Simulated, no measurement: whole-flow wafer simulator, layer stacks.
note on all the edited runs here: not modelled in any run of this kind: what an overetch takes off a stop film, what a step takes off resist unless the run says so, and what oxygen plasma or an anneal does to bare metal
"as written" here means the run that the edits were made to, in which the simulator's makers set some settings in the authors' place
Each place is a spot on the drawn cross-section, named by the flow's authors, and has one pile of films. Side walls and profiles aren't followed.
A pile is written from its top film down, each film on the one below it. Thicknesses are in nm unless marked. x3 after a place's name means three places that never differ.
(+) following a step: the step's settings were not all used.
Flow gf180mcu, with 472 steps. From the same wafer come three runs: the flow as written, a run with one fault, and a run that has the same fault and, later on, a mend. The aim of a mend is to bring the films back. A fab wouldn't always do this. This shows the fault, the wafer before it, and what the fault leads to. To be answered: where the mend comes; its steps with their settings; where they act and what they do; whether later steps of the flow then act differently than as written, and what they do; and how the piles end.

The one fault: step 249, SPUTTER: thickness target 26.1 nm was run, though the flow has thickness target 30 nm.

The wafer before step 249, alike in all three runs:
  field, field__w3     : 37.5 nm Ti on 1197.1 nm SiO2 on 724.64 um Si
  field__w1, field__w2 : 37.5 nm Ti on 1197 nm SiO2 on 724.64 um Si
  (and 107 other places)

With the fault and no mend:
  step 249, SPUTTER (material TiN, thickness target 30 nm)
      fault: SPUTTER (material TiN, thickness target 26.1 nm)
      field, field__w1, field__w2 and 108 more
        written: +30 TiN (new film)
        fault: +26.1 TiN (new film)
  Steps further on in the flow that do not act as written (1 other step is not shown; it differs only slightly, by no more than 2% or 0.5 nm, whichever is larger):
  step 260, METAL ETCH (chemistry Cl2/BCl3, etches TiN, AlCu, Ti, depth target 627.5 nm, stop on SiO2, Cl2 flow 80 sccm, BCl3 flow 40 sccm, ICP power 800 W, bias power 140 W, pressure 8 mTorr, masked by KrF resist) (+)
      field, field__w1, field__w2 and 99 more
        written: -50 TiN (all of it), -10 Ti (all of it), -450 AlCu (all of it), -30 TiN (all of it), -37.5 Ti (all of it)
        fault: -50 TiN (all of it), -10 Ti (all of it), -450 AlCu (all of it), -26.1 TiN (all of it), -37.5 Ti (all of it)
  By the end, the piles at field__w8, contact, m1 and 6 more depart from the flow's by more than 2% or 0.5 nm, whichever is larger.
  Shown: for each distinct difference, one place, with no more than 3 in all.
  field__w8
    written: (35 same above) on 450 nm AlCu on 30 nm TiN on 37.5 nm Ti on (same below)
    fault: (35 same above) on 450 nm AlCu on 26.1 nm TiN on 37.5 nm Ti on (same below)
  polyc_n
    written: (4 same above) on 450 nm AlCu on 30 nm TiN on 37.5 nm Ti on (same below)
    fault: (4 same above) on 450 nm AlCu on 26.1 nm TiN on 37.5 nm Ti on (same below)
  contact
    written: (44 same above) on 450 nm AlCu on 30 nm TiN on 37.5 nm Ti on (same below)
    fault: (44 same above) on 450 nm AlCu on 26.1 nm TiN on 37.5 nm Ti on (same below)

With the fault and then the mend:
  The mend follows step 249.
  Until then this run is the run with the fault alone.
  step 249a, SPUTTER (material TiN, thickness target 3.9 nm) (the flow's step 249, run once more with other settings)
      field, field__w1, field__w2 and 108 more
        +3.9 TiN
  None of the later steps of the flow acts differently than as written at any place that is followed.
  At every place that both follow, the piles at the end match the flow's.
